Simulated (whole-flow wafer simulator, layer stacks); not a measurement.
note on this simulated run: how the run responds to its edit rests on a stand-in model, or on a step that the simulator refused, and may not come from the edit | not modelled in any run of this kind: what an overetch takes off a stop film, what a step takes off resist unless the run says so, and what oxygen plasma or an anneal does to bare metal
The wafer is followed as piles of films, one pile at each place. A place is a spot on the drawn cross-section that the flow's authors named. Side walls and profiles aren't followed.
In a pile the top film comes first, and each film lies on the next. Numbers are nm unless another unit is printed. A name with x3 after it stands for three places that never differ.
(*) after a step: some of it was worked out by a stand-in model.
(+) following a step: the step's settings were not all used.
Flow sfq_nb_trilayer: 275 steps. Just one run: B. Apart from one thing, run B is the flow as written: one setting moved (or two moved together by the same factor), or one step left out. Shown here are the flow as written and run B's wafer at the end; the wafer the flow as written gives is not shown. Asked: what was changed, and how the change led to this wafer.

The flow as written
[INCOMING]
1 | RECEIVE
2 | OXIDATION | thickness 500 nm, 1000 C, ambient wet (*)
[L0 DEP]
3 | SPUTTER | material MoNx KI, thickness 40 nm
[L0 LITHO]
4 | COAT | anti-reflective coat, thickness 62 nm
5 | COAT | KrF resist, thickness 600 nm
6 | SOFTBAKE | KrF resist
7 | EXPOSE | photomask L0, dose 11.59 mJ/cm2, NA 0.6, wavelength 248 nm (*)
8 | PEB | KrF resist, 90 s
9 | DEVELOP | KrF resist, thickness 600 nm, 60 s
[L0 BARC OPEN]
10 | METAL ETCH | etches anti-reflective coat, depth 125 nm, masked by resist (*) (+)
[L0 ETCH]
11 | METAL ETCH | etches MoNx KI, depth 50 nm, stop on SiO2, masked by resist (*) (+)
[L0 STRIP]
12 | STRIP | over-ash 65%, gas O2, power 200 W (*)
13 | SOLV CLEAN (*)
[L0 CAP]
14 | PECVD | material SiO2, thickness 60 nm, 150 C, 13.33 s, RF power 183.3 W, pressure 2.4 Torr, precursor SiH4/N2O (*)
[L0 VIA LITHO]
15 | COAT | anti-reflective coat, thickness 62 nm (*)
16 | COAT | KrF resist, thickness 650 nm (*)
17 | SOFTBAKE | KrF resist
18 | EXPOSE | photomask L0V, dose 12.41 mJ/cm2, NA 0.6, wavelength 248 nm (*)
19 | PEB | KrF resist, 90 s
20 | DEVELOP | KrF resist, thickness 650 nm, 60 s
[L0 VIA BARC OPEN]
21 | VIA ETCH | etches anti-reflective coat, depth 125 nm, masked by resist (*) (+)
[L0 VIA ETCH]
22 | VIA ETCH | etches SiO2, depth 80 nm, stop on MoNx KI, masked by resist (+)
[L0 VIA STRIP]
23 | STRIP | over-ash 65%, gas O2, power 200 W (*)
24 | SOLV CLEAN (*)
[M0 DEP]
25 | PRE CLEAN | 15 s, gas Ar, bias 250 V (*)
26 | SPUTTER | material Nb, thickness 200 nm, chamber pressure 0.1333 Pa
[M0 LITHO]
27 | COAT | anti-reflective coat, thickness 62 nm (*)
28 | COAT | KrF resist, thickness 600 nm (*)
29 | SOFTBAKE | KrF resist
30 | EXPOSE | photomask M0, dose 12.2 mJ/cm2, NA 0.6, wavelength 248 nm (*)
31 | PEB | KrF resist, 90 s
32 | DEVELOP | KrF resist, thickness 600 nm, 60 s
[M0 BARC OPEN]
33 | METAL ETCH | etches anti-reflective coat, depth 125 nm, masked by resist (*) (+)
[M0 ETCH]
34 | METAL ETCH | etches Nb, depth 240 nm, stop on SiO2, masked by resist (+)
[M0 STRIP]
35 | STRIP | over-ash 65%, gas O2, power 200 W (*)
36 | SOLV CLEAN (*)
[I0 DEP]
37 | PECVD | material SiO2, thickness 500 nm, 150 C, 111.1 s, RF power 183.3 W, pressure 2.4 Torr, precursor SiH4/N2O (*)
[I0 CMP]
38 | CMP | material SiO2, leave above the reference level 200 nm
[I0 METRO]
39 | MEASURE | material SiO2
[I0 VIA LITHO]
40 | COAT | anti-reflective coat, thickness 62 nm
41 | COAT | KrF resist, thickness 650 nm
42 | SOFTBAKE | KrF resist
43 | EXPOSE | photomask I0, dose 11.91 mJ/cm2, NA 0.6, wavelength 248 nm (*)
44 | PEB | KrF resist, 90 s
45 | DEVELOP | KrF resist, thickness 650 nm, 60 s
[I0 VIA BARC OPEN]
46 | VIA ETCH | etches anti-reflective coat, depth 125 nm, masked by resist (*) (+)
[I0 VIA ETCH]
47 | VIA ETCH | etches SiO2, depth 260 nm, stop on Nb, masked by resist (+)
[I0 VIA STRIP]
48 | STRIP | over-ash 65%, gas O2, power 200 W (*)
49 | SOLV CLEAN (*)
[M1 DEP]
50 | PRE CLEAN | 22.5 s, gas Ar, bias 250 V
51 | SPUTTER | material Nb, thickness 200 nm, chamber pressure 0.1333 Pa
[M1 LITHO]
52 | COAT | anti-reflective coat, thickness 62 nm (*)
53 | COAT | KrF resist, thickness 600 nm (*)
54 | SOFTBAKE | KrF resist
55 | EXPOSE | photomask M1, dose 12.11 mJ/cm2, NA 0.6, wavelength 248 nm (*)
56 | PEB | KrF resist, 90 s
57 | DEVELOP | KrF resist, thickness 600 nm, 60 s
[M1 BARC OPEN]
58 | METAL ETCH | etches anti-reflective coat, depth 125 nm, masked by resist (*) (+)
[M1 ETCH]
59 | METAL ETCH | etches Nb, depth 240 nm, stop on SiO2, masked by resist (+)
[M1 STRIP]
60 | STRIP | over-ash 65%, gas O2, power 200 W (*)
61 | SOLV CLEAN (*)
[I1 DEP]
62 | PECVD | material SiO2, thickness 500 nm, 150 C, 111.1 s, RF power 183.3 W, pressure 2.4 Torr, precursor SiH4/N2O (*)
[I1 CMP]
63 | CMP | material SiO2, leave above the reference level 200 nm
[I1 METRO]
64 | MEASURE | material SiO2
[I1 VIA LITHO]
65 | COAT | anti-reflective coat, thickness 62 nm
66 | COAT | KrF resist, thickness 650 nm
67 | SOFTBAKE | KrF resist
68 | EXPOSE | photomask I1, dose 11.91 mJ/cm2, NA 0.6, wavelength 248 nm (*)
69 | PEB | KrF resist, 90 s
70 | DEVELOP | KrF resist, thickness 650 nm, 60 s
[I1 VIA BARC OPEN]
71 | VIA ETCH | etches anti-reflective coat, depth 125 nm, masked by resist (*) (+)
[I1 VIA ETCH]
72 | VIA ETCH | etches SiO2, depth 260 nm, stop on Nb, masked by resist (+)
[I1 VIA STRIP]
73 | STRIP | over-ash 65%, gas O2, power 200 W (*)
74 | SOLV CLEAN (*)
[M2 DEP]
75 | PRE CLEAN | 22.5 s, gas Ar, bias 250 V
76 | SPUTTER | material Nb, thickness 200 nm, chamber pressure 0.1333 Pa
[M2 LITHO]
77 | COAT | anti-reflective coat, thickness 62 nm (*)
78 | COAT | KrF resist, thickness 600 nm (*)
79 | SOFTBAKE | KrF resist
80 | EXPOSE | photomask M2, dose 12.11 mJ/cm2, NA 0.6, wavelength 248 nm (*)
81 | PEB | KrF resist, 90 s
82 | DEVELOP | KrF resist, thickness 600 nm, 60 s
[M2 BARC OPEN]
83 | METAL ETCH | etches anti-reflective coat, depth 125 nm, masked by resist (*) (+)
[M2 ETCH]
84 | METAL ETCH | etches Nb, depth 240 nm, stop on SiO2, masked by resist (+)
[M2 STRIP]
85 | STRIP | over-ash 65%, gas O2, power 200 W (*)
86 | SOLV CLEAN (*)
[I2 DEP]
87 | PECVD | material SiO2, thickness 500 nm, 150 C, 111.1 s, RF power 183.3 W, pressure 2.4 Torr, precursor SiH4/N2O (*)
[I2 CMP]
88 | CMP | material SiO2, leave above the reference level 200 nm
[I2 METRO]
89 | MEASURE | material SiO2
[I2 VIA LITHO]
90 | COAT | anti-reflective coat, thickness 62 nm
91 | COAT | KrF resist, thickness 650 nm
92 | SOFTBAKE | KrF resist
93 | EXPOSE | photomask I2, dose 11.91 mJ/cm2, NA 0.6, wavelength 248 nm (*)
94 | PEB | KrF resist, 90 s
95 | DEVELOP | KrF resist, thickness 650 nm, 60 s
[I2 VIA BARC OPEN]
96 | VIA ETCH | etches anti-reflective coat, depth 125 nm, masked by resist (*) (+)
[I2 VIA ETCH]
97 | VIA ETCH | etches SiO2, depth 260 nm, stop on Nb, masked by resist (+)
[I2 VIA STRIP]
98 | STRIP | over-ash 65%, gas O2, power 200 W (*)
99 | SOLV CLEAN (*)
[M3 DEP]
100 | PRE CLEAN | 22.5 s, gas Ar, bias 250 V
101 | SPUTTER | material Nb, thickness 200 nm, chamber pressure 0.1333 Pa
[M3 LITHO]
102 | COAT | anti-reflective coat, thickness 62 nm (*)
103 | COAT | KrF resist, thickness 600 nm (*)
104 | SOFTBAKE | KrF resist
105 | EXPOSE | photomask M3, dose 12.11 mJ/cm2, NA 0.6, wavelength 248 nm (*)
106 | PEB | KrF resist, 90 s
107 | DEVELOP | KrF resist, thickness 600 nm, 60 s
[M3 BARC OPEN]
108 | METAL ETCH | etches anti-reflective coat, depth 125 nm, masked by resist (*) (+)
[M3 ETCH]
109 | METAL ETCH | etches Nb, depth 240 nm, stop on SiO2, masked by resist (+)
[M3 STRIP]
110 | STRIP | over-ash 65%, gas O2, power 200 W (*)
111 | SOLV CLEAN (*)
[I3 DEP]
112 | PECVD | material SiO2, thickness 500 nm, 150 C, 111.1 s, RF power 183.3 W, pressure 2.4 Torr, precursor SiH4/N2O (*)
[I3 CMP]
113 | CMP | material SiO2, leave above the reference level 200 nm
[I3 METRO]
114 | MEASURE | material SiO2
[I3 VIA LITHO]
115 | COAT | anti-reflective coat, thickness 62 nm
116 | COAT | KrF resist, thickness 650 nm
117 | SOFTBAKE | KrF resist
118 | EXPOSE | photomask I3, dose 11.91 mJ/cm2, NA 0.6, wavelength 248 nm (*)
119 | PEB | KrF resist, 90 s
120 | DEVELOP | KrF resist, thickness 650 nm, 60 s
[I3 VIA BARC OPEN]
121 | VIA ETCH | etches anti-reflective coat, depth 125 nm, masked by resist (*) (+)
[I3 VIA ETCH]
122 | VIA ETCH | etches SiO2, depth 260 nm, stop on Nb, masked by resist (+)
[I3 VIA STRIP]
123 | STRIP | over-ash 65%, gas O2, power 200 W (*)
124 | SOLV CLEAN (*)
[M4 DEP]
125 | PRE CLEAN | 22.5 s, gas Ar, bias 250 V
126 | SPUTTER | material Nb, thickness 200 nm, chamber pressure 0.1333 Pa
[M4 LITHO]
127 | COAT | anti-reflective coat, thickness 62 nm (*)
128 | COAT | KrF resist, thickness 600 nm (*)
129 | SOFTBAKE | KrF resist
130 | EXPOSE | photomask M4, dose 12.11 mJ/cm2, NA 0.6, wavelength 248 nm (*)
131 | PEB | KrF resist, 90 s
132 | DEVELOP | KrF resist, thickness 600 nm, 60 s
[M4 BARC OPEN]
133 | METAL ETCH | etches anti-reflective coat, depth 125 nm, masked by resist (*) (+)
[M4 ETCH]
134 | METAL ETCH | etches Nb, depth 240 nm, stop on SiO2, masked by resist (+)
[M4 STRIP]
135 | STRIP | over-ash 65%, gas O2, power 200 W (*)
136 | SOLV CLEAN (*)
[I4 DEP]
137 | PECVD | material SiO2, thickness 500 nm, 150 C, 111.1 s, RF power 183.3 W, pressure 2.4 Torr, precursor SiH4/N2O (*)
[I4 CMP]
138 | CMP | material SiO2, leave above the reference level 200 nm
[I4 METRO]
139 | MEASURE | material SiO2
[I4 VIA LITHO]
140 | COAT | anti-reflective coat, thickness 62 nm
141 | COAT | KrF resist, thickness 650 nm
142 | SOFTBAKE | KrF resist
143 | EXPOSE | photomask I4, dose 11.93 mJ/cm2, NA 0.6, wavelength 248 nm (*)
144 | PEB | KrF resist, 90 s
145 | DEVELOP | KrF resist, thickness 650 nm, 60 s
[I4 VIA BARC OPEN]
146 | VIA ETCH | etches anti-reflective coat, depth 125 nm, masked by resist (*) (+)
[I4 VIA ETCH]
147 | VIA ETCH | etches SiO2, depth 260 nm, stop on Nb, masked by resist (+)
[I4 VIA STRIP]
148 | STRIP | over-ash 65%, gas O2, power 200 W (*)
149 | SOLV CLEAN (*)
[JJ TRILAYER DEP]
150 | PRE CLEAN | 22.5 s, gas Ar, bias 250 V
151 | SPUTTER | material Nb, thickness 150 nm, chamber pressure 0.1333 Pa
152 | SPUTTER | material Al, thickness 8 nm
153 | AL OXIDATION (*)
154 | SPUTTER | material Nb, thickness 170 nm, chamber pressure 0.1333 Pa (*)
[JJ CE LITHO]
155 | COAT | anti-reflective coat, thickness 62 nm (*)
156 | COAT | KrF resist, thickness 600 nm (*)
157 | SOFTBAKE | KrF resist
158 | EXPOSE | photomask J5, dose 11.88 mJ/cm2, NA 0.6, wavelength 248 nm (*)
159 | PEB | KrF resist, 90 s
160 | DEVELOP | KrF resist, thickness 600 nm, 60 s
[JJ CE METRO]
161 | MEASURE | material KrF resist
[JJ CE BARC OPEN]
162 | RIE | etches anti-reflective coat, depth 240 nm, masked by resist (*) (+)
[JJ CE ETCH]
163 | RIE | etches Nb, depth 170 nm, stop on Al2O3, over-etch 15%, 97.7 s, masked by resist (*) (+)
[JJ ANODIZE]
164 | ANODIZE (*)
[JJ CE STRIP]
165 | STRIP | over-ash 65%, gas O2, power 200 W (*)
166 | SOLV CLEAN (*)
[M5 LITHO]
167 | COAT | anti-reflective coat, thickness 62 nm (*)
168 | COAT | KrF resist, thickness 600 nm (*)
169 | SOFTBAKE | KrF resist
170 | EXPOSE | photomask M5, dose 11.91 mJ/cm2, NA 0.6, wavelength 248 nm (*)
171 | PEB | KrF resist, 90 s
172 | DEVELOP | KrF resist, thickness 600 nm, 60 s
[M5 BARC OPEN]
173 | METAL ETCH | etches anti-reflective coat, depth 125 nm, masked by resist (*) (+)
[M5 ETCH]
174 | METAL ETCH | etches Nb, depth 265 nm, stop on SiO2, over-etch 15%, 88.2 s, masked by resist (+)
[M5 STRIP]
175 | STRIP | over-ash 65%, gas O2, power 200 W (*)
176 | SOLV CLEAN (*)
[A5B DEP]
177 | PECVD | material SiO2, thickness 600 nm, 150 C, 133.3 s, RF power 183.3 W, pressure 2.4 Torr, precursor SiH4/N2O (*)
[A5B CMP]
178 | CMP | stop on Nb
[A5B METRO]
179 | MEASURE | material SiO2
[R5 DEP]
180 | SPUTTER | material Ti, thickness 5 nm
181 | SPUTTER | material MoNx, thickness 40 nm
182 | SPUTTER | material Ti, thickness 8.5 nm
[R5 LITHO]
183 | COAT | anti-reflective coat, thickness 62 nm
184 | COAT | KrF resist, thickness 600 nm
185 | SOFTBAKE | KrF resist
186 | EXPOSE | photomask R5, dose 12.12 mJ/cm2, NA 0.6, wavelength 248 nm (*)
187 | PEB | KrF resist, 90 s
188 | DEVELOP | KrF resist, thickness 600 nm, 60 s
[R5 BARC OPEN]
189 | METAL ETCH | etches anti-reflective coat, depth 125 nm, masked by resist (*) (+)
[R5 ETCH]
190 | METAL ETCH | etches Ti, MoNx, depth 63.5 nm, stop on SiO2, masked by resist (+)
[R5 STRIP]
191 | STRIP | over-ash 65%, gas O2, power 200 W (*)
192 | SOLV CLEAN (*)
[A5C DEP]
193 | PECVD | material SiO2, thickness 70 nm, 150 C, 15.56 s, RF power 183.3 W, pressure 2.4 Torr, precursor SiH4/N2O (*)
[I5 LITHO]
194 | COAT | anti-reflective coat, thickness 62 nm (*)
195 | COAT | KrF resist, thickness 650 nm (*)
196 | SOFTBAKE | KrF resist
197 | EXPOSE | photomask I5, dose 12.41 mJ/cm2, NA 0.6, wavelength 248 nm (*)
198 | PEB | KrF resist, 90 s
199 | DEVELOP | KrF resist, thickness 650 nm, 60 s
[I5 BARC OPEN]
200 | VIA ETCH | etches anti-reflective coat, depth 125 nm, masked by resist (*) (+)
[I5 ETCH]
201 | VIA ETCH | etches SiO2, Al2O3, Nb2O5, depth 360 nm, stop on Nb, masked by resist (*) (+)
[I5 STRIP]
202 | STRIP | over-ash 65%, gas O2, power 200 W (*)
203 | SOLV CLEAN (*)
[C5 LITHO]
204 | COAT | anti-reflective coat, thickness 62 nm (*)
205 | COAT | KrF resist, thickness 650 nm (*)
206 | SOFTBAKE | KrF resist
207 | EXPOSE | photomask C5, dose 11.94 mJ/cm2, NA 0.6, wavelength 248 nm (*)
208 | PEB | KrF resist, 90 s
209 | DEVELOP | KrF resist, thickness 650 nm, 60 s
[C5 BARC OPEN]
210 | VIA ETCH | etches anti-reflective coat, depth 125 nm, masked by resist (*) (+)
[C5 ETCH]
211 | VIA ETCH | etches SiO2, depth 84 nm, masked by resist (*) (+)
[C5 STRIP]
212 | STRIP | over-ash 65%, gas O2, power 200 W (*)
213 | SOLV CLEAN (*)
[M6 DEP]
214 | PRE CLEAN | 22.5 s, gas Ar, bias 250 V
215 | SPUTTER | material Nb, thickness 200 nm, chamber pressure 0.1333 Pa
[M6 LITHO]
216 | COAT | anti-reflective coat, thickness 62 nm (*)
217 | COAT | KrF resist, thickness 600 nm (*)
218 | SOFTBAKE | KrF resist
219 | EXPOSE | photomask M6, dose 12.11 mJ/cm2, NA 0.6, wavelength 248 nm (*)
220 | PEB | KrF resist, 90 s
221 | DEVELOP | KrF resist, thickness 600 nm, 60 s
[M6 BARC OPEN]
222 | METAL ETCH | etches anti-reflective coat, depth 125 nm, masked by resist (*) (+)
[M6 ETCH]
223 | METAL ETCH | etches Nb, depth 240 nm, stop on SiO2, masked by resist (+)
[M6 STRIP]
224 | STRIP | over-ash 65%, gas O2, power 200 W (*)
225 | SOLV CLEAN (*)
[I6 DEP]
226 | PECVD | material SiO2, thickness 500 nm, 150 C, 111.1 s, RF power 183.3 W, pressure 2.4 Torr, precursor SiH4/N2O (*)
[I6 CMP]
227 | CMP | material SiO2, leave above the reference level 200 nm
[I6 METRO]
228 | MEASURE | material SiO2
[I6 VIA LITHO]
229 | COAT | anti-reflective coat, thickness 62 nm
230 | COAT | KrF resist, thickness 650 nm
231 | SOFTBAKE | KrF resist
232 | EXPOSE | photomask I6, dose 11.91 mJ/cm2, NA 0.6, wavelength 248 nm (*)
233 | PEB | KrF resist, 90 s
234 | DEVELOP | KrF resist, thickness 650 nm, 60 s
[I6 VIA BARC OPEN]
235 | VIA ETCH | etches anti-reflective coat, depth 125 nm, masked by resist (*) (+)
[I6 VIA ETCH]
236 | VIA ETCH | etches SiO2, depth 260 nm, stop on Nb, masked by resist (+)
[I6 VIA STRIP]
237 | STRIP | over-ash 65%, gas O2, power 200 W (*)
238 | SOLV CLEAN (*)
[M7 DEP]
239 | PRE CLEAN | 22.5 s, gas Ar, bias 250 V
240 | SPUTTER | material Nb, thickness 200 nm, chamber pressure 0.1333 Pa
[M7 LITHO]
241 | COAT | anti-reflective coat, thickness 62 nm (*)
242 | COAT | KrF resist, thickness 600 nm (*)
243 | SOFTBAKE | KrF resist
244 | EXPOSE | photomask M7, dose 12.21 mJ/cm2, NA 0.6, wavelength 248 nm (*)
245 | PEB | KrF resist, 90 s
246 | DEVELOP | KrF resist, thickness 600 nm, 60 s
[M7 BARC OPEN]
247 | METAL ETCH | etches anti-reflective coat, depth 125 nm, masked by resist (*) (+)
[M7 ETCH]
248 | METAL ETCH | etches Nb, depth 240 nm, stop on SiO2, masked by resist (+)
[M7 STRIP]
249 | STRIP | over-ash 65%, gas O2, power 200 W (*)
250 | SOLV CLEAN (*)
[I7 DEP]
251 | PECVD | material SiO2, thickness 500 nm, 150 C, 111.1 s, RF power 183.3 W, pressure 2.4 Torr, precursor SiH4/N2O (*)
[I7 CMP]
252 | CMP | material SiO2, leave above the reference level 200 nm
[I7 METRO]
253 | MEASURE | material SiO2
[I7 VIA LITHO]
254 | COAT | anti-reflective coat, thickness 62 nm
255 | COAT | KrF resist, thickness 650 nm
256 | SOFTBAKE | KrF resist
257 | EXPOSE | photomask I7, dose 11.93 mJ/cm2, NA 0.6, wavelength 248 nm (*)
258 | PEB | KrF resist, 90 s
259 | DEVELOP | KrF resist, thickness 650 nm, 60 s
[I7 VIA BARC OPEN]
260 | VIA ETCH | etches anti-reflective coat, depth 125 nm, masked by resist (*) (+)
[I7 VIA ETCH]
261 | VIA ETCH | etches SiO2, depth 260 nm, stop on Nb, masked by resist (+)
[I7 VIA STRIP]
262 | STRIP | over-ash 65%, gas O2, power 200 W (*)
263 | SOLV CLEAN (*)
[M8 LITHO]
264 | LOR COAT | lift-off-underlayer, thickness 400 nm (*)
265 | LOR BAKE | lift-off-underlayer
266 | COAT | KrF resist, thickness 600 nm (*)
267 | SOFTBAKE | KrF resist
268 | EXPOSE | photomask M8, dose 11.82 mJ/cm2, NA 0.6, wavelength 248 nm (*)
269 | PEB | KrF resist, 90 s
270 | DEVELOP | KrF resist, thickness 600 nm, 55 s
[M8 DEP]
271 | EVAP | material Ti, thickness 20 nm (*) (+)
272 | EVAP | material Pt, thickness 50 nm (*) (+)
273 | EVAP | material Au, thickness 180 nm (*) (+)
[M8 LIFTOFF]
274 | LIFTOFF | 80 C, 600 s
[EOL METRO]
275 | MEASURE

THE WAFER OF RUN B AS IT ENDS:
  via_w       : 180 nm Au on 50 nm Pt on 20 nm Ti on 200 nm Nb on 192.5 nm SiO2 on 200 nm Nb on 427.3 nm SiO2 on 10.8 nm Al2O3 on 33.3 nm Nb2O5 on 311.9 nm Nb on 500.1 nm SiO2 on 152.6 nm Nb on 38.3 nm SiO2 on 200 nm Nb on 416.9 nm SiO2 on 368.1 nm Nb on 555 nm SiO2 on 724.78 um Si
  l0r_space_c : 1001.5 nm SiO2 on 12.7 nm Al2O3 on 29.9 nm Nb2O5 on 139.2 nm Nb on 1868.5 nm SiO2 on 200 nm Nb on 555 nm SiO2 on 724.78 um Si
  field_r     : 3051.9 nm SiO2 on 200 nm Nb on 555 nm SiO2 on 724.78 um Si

What caused this: step 88, CMP: leave above the reference level 306 nm was run, though the flow has leave above the reference level 200 nm.

How this came from the change, step by step:
  88 | CMP | material SiO2, leave above the reference level 200 nm
      field_l, be, be_sur and 81 more: nothing (as written it would have been: -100 SiO2)
      v_sur, via_wl, via_w and 18 more: -194 SiO2 (as written it would have been: -300 SiO2)
      (as well as at 1 more place)
  90 | COAT | anti-reflective coat, thickness 62 nm
      m5r_linepad_l, m5r_linepad_r, r5r_spacepad_l, r5r_spacepad_r: +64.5 anti-reflective coat (new film) (as written it would have been: +62 anti-reflective coat (new film))
      m8r_pad_l, m8r_pad_r: +63.7 anti-reflective coat (new film) (as written it would have been: +62 anti-reflective coat (new film))
      (as well as at 2 more places)
  97 | VIA ETCH | etches SiO2, depth 260 nm, stop on Nb, masked by resist (+)
      via_w: -260 SiO2 (as written it would have been: -199.8 SiO2 (all of it))
  98 | STRIP | over-ash 65%, gas O2, power 200 W (*)
      m5r_linepad_l, m5r_linepad_r: -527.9 KrF resist (all of it), -64.5 anti-reflective coat (all of it) (as written it would have been: -528.6 KrF resist (all of it), -62 anti-reflective coat (all of it))
      r5r_spacepad_l, r5r_spacepad_r: -528.1 KrF resist (all of it), -64.5 anti-reflective coat (all of it) (as written it would have been: -528.6 KrF resist (all of it), -62 anti-reflective coat (all of it))
      (as well as at 4 more places)
  100 | PRE CLEAN | 22.5 s, gas Ar, bias 250 V
      via_w: -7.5 SiO2 (as written it would have been: -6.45 Nb)
  101 | SPUTTER | material Nb, thickness 200 nm, chamber pressure 0.1333 Pa
      via_w: +152.6 Nb (new film) (as written it would have been: +165.5 Nb)
  102 | COAT | anti-reflective coat, thickness 62 nm (*)
      m5r_linepad_l, m5r_linepad_r: +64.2 anti-reflective coat (new film) (as written it would have been: +62 anti-reflective coat (new film))
      r5r_spacepad_l, r5r_spacepad_r: +64.3 anti-reflective coat (new film) (as written it would have been: +62 anti-reflective coat (new film))
      (as well as at 8 more places)
  103 | COAT | KrF resist, thickness 600 nm (*)
      via_w: +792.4 KrF resist (new film) (as written it would have been: +737.9 KrF resist (new film))
  108 | METAL ETCH | etches anti-reflective coat, depth 125 nm, masked by resist (*) (+)
      m5r_linepad_l, m5r_linepad_r: -64.2 anti-reflective coat (all of it) (as written it would have been: -62 anti-reflective coat (all of it))
      r5r_spacepad_l, r5r_spacepad_r: -64.3 anti-reflective coat (all of it) (as written it would have been: -62 anti-reflective coat (all of it))
      (as well as at 2 more places)
  110 | STRIP | over-ash 65%, gas O2, power 200 W (*)
      v_sur: -360 KrF resist (all of it), -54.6 anti-reflective coat (all of it) (as written it would have been: -365.3 KrF resist (all of it), -61.1 anti-reflective coat (all of it))
      via_wl: -380.9 KrF resist (all of it), -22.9 anti-reflective coat (all of it) (as written it would have been: -384.2 KrF resist (all of it), -34.2 anti-reflective coat (all of it))
      (as well as at 4 more places)
  112 | PECVD | material SiO2, thickness 500 nm, 150 C, 111.1 s, RF power 183.3 W, pressure 2.4 Torr, precursor SiH4/N2O (*)
      via_w: +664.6 SiO2 (new film) (as written it would have been: +615 SiO2 (new film))
  113 | CMP | material SiO2, leave above the reference level 200 nm
      field_l, be, be_sur and 64 more: -94 SiO2 (as written it would have been: -100 SiO2)
      p4_g1, p4_g2, p3_s0, p3_s1, p3_s2, p3_s3, p3_s4, p3_s5: -151.1 SiO2 (as written it would have been: -157.1 SiO2)
      (as well as at 1 more place)
Taking metal films that touch as one body, via_w has 6 bodies (between them, from the top down: SiO2 192.5; SiO2 427.3 / Al2O3 10.8 / Nb2O5 33.3; SiO2 500.1; SiO2 38.3; SiO2 416.9); the flow as written gives 5 bodies (between them, from the top down: SiO2 192.5; SiO2 427.3 / Al2O3 10.8 / Nb2O5 33.3; SiO2 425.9; SiO2 416.9).
